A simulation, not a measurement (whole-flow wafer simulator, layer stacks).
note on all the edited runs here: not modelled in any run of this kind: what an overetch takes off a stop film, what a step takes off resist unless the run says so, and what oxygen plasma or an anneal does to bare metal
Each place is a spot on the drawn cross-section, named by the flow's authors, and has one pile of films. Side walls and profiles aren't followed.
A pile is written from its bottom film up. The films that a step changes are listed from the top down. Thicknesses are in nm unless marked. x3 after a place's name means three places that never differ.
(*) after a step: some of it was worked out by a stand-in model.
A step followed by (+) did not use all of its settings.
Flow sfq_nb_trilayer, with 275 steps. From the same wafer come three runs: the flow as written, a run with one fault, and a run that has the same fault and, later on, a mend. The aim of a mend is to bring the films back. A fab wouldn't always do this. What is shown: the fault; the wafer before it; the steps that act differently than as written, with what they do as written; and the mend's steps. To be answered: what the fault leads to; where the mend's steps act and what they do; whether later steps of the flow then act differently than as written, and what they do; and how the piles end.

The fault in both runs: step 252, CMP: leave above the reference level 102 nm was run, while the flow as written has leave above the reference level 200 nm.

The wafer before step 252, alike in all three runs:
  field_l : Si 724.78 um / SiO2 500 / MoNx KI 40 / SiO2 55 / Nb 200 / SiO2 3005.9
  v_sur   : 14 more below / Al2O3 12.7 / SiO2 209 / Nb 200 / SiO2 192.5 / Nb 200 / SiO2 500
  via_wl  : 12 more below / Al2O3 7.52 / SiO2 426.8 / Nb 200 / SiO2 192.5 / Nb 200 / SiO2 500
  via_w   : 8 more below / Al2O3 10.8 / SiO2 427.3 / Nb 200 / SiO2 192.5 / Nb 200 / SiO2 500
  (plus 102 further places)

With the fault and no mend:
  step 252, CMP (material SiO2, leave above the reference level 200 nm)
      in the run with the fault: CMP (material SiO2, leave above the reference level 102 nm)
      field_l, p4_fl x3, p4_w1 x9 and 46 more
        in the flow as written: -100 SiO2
        in the run with the fault: -198 SiO2
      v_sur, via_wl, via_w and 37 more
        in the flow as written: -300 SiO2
        in the run with the fault: -398 SiO2
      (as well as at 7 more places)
  Later steps of the flow acting differently than as written (2 other steps are not shown; they differ only slightly, by no more than 2% or 0.5 nm, whichever is larger):
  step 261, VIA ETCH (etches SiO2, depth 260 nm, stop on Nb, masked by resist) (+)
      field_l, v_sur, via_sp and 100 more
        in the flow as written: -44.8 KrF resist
        in the run with the fault: -26.3 KrF resist
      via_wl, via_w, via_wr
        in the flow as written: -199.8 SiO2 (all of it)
        in the run with the fault: -101.8 SiO2 (all of it)
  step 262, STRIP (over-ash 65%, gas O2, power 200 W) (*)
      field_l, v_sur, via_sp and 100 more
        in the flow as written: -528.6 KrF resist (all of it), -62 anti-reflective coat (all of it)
        in the run with the fault: -547.1 KrF resist (all of it), -62 anti-reflective coat (all of it)
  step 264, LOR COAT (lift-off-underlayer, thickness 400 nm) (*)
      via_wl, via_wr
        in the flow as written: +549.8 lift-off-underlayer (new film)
        in the run with the fault: +476.4 lift-off-underlayer (new film)
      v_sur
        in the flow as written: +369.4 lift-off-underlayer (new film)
        in the run with the fault: +384.4 lift-off-underlayer (new film)
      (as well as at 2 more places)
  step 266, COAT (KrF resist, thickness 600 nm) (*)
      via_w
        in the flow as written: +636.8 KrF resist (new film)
        in the run with the fault: +618.8 KrF resist (new film)
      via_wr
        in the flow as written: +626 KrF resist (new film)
        in the run with the fault: +613.2 KrF resist (new film)
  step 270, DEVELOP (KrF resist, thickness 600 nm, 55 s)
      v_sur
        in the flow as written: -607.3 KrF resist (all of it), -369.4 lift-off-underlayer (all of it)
        in the run with the fault: -603.1 KrF resist (all of it), -384.4 lift-off-underlayer (all of it)
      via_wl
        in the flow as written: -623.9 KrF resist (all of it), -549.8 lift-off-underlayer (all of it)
        in the run with the fault: -611.6 KrF resist (all of it), -476.4 lift-off-underlayer (all of it)
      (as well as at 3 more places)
  The piles end different from the flow's at field_l, v_sur, via_sp and 100 more by more than 2% or 0.5 nm, whichever is larger.
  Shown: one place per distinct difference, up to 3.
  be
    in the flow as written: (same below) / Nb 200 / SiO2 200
    in the run with the fault: (same below) / Nb 200 / SiO2 102
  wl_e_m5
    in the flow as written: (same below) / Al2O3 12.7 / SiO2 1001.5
    in the run with the fault: (same below) / Al2O3 12.7 / SiO2 903.5
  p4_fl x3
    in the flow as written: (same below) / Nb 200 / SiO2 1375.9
    in the run with the fault: (same below) / Nb 200 / SiO2 1277.9

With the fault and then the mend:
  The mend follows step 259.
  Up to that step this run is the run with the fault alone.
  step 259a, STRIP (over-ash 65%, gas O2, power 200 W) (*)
      field_l, v_sur, via_sp and 100 more
        -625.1 KrF resist (all of it), -62 anti-reflective coat (all of it)
      via_wl, via_w, via_wr
        -62 anti-reflective coat (all of it)
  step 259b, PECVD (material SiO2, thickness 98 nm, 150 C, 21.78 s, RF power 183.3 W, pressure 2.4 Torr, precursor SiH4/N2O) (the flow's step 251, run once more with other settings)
      field_l, v_sur, via_wl and 103 more
        +98 SiO2
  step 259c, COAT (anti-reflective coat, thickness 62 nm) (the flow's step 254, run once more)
      field_l, v_sur, via_wl and 103 more
        +62 anti-reflective coat (new film)
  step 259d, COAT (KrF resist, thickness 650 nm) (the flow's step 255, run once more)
      field_l, v_sur, via_wl and 103 more
        +650 KrF resist (new film)
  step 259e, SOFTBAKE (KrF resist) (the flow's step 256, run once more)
      alters no film at any place that is followed
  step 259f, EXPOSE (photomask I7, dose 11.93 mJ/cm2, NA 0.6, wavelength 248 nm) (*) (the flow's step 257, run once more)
      alters no film at any place that is followed
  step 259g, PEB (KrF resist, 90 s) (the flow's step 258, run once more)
      field_l, v_sur, via_wl and 103 more
        -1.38 KrF resist
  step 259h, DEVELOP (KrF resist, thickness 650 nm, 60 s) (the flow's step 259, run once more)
      field_l, v_sur, via_sp and 100 more
        -23.5 KrF resist
      via_wl, via_w, via_wr
        -648.6 KrF resist (all of it)
  Later steps of the flow that are run all act as written at every place that is followed.
  At every place that both follow, the piles at the end match the flow's.
